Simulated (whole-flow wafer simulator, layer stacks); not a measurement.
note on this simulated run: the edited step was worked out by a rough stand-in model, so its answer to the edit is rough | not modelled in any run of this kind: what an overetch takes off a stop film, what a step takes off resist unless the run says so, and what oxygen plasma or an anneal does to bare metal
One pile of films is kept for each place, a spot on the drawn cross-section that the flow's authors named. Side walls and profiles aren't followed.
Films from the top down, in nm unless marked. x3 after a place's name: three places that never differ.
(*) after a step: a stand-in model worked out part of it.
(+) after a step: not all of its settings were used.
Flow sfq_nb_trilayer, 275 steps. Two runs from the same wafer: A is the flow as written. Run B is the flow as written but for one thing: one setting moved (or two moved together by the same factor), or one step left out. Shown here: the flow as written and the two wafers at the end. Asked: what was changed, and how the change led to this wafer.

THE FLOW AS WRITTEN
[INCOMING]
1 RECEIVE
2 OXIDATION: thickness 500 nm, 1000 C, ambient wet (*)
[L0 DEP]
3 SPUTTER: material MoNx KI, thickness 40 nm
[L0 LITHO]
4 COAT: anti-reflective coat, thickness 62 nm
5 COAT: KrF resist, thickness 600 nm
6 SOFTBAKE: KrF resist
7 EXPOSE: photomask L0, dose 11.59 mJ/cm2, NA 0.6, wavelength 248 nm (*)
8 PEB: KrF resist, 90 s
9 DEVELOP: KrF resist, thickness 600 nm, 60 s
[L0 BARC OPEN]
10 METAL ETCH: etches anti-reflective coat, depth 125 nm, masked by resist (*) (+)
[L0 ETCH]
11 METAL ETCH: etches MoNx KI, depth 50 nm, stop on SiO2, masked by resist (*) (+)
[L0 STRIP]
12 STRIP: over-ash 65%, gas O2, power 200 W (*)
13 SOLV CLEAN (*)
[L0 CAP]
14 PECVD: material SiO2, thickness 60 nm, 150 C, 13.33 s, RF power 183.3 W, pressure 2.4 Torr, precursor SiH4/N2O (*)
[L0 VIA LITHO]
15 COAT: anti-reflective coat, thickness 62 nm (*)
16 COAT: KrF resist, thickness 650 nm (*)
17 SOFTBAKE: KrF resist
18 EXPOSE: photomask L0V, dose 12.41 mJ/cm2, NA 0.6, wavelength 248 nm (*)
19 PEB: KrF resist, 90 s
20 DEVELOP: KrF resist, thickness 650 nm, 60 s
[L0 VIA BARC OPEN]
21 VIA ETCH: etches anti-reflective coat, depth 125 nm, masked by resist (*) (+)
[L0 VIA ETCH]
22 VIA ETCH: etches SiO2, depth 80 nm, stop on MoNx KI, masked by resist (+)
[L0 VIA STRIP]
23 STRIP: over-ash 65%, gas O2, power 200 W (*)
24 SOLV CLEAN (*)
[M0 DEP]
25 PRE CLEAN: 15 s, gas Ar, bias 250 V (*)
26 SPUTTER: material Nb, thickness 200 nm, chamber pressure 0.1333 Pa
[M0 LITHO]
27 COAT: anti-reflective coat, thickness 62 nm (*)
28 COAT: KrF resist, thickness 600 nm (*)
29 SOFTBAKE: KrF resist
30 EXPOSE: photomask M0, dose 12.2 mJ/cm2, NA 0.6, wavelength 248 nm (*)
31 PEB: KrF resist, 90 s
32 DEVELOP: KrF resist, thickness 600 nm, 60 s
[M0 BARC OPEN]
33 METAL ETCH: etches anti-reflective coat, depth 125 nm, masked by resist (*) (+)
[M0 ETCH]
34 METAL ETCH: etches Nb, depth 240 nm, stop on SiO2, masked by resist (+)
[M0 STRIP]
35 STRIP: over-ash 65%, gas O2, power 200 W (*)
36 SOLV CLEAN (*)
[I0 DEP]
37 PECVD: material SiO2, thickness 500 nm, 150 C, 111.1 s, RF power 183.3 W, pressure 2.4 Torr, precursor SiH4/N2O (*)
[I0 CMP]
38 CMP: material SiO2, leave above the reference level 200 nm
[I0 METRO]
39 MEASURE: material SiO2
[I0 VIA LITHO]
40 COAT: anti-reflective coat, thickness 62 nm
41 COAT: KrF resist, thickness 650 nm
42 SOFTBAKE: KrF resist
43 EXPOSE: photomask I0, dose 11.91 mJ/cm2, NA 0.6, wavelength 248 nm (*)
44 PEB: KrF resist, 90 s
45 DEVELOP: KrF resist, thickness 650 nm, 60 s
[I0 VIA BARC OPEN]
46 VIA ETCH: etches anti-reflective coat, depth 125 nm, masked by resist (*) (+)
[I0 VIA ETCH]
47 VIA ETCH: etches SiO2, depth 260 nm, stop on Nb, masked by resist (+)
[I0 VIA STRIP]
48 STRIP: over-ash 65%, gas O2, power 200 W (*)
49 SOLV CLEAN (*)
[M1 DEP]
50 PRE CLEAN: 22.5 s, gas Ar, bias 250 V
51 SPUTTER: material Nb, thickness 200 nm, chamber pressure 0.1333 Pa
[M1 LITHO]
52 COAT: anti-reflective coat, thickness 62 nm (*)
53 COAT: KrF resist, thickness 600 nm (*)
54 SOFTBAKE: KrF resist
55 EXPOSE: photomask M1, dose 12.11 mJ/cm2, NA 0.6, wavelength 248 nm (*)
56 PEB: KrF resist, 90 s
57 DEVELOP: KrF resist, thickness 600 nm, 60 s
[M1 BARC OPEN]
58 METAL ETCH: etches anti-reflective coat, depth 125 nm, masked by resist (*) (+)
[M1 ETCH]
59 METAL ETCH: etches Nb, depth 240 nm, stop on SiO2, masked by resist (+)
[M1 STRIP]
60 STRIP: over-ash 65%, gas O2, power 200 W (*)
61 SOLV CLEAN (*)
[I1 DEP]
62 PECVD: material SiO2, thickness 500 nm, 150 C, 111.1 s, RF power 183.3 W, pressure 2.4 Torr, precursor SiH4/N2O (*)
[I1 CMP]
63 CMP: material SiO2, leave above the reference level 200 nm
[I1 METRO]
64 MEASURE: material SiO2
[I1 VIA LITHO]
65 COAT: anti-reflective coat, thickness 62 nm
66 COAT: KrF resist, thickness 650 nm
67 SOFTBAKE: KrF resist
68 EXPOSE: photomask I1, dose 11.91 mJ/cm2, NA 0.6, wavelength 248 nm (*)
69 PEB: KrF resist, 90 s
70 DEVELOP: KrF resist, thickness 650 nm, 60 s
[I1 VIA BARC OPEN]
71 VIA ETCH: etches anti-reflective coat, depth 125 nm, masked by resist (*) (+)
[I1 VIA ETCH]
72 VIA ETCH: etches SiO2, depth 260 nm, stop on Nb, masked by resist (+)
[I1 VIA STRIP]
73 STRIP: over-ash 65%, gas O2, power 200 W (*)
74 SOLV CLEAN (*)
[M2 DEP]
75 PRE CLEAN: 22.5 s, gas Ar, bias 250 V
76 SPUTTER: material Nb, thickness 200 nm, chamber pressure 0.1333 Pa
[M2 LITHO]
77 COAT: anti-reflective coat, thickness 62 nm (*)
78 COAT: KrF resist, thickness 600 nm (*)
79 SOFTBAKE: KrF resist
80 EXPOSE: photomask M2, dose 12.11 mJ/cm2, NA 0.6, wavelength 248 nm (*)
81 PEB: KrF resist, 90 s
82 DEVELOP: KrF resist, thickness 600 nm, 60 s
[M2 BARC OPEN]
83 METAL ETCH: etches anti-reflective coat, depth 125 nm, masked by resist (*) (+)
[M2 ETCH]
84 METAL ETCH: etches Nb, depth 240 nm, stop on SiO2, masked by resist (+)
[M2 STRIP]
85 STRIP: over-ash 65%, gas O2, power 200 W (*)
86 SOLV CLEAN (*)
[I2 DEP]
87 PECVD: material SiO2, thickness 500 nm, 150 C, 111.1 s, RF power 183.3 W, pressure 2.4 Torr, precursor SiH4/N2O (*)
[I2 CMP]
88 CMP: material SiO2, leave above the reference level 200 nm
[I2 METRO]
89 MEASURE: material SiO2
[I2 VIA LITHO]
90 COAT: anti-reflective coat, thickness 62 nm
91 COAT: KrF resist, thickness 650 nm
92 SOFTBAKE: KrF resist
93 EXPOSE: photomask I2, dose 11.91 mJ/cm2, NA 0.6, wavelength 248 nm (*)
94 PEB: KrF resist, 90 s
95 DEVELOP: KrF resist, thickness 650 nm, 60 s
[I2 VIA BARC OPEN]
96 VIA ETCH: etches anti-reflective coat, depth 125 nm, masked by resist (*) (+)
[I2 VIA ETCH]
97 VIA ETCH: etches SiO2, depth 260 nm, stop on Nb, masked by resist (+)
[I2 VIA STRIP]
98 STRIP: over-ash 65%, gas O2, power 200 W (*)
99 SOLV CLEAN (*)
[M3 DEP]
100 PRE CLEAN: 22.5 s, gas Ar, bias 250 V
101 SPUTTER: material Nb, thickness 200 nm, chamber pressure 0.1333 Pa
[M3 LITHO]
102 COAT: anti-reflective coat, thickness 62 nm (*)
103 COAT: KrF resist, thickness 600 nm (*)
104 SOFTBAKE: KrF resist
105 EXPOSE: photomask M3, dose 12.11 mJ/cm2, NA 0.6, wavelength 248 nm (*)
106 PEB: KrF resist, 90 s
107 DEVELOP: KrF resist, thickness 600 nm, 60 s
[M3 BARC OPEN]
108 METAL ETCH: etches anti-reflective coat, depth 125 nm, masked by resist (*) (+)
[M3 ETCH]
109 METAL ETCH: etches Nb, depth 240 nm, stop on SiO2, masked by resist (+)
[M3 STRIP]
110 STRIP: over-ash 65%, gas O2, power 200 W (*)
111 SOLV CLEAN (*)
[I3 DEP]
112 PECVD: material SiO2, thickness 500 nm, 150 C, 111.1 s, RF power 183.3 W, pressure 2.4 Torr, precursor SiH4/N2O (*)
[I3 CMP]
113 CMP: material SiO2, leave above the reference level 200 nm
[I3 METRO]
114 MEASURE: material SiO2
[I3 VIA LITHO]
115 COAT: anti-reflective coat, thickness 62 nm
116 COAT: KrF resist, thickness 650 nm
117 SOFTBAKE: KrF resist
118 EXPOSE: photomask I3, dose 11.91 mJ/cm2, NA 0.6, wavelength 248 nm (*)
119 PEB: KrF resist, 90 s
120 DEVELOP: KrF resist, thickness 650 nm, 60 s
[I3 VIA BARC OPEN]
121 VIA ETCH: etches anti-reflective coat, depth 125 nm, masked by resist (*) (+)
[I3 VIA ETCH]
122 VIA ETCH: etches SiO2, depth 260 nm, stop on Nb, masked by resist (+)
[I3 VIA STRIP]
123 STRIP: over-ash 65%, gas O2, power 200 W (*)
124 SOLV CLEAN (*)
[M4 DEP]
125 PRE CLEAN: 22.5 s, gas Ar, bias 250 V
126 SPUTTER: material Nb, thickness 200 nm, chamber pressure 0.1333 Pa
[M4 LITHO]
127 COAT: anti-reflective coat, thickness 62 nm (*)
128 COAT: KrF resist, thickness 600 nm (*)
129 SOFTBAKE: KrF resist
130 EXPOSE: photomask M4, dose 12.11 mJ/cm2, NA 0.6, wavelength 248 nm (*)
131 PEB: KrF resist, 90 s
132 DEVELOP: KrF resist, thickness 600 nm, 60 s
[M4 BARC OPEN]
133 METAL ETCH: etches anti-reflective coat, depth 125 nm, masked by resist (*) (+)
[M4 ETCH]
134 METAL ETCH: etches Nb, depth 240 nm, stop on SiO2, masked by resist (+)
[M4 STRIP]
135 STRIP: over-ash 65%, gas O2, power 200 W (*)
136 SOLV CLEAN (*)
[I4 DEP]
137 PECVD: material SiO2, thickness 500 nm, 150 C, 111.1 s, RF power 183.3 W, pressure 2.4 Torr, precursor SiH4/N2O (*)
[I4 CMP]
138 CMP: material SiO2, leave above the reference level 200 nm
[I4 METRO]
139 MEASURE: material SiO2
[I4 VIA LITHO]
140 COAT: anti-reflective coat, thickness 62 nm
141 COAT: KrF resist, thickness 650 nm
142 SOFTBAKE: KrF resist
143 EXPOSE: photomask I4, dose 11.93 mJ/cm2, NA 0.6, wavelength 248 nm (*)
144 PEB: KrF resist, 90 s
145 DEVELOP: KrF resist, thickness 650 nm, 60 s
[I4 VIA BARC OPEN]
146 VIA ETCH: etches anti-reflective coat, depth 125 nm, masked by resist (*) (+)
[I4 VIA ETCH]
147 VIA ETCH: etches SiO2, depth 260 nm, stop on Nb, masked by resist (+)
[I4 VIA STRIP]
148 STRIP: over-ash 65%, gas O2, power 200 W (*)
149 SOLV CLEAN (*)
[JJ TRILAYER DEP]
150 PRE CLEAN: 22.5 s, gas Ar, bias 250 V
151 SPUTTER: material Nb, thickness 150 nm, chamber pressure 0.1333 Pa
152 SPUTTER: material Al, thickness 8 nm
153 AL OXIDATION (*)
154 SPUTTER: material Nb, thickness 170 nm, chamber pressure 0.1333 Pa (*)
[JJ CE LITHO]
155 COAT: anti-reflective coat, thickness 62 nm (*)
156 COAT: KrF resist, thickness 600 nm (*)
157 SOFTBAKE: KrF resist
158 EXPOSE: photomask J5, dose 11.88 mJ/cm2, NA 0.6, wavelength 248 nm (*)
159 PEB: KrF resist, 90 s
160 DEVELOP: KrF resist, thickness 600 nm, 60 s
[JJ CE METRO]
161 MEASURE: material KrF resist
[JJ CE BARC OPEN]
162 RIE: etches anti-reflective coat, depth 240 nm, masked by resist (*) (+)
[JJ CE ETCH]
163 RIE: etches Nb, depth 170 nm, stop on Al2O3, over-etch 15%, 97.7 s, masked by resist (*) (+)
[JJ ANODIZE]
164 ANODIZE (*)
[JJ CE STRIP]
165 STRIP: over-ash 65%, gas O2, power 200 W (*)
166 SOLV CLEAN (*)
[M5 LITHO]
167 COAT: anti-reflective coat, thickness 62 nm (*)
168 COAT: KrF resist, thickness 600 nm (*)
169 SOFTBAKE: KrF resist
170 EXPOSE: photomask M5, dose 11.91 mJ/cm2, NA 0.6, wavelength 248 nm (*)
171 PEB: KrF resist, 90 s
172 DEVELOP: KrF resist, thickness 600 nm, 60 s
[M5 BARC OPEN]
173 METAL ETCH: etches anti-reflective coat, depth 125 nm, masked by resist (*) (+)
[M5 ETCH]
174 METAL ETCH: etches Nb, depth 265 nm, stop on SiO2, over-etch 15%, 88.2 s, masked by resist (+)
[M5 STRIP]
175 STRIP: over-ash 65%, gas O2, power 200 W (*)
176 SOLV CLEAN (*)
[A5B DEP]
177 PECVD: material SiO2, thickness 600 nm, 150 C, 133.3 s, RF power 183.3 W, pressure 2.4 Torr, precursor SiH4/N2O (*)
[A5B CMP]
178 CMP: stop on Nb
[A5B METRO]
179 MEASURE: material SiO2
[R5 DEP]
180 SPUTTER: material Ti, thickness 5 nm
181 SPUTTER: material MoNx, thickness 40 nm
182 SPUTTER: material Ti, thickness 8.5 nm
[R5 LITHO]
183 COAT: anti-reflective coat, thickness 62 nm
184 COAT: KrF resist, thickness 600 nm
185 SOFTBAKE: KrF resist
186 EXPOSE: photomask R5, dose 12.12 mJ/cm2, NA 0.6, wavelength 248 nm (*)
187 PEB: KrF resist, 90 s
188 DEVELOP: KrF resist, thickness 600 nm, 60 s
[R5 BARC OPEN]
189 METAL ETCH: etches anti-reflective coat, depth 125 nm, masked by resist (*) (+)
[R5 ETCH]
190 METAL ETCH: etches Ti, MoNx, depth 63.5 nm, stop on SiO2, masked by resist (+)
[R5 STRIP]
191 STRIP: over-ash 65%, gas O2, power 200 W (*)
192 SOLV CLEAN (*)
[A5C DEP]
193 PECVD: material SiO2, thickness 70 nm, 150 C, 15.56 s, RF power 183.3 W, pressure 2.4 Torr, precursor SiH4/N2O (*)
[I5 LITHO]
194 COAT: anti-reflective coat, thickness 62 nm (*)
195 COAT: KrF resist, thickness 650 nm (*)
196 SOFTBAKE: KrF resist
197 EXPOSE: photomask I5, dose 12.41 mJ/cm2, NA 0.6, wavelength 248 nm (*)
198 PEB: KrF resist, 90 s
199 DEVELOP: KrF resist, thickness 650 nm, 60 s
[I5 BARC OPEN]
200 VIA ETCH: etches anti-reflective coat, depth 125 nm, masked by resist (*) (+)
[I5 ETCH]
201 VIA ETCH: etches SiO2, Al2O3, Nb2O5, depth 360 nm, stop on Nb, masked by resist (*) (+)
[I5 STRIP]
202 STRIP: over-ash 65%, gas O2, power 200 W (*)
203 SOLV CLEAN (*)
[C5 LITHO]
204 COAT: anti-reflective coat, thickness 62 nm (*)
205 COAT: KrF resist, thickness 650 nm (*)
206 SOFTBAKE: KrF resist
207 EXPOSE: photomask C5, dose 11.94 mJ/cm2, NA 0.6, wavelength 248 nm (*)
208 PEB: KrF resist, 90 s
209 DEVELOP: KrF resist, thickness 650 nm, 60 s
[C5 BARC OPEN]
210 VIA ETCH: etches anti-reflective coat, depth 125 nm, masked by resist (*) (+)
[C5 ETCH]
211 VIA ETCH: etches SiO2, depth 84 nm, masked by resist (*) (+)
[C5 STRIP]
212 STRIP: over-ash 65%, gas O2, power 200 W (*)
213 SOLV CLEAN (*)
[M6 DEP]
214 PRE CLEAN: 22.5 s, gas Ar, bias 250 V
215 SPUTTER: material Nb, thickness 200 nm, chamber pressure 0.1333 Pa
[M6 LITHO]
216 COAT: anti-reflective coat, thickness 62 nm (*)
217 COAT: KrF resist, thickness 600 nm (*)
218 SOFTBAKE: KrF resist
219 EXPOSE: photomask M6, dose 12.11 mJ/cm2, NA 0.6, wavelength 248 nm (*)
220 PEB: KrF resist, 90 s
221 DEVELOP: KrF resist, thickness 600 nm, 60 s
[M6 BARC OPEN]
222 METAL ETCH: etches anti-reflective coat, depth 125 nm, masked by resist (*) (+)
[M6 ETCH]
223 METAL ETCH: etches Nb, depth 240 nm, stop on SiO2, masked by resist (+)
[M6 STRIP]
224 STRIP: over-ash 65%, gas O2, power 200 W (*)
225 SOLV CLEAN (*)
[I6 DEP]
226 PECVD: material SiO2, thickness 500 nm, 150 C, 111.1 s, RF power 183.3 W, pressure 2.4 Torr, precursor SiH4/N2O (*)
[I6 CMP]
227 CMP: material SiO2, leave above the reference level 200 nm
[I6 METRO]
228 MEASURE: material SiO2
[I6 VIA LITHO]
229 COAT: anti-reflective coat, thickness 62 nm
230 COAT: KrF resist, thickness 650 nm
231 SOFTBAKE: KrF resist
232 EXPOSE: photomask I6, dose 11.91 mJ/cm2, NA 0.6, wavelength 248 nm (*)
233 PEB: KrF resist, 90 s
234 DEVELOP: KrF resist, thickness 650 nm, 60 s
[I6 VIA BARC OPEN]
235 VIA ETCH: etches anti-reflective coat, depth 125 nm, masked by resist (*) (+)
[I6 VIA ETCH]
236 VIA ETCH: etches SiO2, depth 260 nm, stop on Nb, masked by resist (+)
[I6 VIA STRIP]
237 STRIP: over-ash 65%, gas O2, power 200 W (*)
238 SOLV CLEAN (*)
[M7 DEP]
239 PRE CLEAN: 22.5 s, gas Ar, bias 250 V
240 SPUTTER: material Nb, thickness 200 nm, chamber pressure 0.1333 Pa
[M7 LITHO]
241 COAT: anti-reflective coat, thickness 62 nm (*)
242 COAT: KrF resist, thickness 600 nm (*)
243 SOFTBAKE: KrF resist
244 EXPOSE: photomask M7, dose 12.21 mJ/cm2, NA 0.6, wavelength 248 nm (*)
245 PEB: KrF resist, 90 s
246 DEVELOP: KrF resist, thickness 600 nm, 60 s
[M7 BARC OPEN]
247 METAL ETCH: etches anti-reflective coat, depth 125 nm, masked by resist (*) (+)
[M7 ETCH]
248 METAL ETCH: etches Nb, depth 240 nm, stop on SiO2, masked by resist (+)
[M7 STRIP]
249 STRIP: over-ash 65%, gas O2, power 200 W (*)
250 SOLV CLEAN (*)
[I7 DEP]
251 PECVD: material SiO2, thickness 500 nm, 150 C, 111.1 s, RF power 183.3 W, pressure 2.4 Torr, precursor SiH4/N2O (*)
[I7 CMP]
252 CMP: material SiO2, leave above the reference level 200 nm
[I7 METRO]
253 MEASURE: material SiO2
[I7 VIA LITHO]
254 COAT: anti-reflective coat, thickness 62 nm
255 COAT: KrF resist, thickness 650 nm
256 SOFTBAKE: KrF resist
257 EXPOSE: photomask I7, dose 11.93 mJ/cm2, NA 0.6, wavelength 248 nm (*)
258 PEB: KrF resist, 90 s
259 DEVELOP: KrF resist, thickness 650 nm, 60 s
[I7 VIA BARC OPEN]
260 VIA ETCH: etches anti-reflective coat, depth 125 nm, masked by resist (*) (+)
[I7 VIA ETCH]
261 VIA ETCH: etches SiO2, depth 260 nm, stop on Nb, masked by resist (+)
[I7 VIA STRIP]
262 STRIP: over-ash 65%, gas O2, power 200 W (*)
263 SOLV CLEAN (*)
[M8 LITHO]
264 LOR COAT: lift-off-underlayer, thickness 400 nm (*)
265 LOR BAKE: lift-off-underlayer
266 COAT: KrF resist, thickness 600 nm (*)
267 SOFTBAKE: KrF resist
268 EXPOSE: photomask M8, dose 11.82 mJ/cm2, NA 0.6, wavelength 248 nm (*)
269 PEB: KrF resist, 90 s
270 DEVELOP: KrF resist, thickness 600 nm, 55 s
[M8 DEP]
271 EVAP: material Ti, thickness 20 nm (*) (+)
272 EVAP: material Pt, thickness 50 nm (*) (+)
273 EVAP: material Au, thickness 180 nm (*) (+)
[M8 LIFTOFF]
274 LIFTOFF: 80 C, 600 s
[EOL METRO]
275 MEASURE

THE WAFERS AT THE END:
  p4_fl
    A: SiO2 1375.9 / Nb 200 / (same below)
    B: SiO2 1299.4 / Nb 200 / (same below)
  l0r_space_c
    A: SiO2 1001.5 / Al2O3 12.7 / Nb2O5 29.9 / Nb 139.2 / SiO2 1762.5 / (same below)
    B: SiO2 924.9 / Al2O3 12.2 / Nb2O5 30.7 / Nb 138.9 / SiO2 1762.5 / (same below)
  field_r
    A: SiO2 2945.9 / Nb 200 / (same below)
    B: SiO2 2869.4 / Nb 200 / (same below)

The cause: step 154, SPUTTER: thickness 93.5 nm was run, where the flow has thickness 170 nm.

How the change led to this, step by step:
  154 SPUTTER: material Nb, thickness 170 nm, chamber pressure 0.1333 Pa (*)
      field_l, v_sur, via_sp and 100 more: A Nb +170 (new film) | B Nb +93.5 (new film)
      via_wl, via_wr: A Nb +140.7 (new film) | B Nb +77.2 (new film)
      (and at 1 more place)
  155 COAT: anti-reflective coat, thickness 62 nm (*)
      via_wl, via_wr: A anti-reflective coat +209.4 (new film) | B anti-reflective coat +191 (new film)
      via_w: A anti-reflective coat +97.4 (new film) | B anti-reflective coat +92 (new film)
  162 RIE: etches anti-reflective coat, depth 240 nm, masked by resist (*) (+)
      ce_l, c5j, ce_r, wl_jj: A KrF resist -209.4 | B KrF resist -191
      via_wl, via_wr: A anti-reflective coat -209.4 (all of it) | B anti-reflective coat -191 (all of it)
      (and at 1 more place)
  163 RIE: etches Nb, depth 170 nm, stop on Al2O3, over-etch 15%, 97.7 s, masked by resist (*) (+)
      field_l, v_sur, via_sp and 96 more: A Nb -170 (all of it), Al2O3 -0.51 | B Nb -93.5 (all of it), Al2O3 -0.96 (all of it)
      via_wl, via_wr: A Nb -140.7 (all of it), Al2O3 -0.96 (all of it) | B Nb -77.2 (all of it), Al2O3 -0.96 (all of it)
      (and at 1 more place)
  164 ANODIZE (*)
      field_l, v_sur, via_sp and 96 more: A Al2O3 +12.2, Nb2O5 +29.9 (new film), Al -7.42 (all of it), Nb -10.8 | B Al2O3 +12.2 (new film), Nb2O5 +30.7 (new film), Al -7.42 (all of it), Nb -11.1
  165 STRIP: over-ash 65%, gas O2, power 200 W (*)
      ce_l: A KrF resist -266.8 (all of it), anti-reflective coat -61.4 (all of it) | B KrF resist -285.2 (all of it), anti-reflective coat -61.5 (all of it)
      c5j: A KrF resist -266.9 (all of it), anti-reflective coat -61.5 (all of it) | B KrF resist -285.3 (all of it), anti-reflective coat -61.5 (all of it)
      (and at 2 more places)
  167 COAT: anti-reflective coat, thickness 62 nm (*)
      wl_j_sl, wl_j_sr: A anti-reflective coat +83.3 (new film) | B anti-reflective coat +73.5 (new film)
      gap: A anti-reflective coat +58.9 (new film) | B anti-reflective coat +61.1 (new film)
      (and at 8 more places)
  168 COAT: KrF resist, thickness 600 nm (*)
      ce_l: A KrF resist +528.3 (new film) | B KrF resist +571.1 (new film)
      c5j: A KrF resist +507.6 (new film) | B KrF resist +556.7 (new film)
      (and at 2 more places)
  173 METAL ETCH: etches anti-reflective coat, depth 125 nm, masked by resist (*) (+)
      wl_a_sl: A anti-reflective coat -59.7 (all of it), Al2O3 -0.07 | B anti-reflective coat -61.8 (all of it)
  174 METAL ETCH: etches Nb, depth 265 nm, stop on SiO2, over-etch 15%, 88.2 s, masked by resist (+)
      field_l, r_sur, res and 50 more: A Al2O3 -12.6 (all of it), Nb2O5 -29.9 (all of it), Nb -139.2 (all of it), SiO2 -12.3 | B Al2O3 -12.2 (all of it), Nb2O5 -30.7 (all of it), Nb -138.9 (all of it), SiO2 -12.3
  175 STRIP: over-ash 65%, gas O2, power 200 W (*)
      wl_j_sl, wl_j_sr: A KrF resist -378 (all of it), anti-reflective coat -83.3 (all of it) | B KrF resist -372.2 (all of it), anti-reflective coat -73.5 (all of it)
      gap: A KrF resist -383.4 (all of it), anti-reflective coat -58.9 (all of it) | B KrF resist -374.8 (all of it), anti-reflective coat -61.1 (all of it)
      (and at 7 more places)
  178 CMP: stop on Nb
      v_sur, via_sp, via_v and 43 more: A SiO2 -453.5 | B SiO2 -530.1
      field_l, p4_fl, p4_fm and 39 more: A SiO2 -259.3 | B SiO2 -335.8
      (and at 14 more places)
  201 VIA ETCH: etches SiO2, Al2O3, Nb2O5, depth 360 nm, stop on Nb, masked by resist (*) (+)
      be: A SiO2 -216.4 (all of it), Al2O3 -12.7 (all of it), Nb2O5 -29.9 (all of it) | B SiO2 -139.8 (all of it), Al2O3 -12.2 (all of it), Nb2O5 -30.7 (all of it)
  204 COAT: anti-reflective coat, thickness 62 nm (*)
      wire: A anti-reflective coat +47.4 (new film) | B anti-reflective coat +49.6 (new film)
      be: A anti-reflective coat +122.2 (new film) | B anti-reflective coat +110.9 (new film)
      (and at 1 more place)
  205 COAT: KrF resist, thickness 650 nm (*)
      be: A KrF resist +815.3 (new film) | B KrF resist +760.8 (new film)
  212 STRIP: over-ash 65%, gas O2, power 200 W (*)
      wire: A KrF resist -555.8 (all of it), anti-reflective coat -47.4 (all of it) | B KrF resist -560.1 (all of it), anti-reflective coat -49.6 (all of it)
      be: A KrF resist -728.2 (all of it), anti-reflective coat -122.2 (all of it) | B KrF resist -673.7 (all of it), anti-reflective coat -110.9 (all of it)
      (and at 1 more place)
  ... 4 more steps ...
  226 PECVD: material SiO2, thickness 500 nm, 150 C, 111.1 s, RF power 183.3 W, pressure 2.4 Torr, precursor SiH4/N2O (*)
      be: A SiO2 +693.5 (new film) | B SiO2 +599.4 (new film)
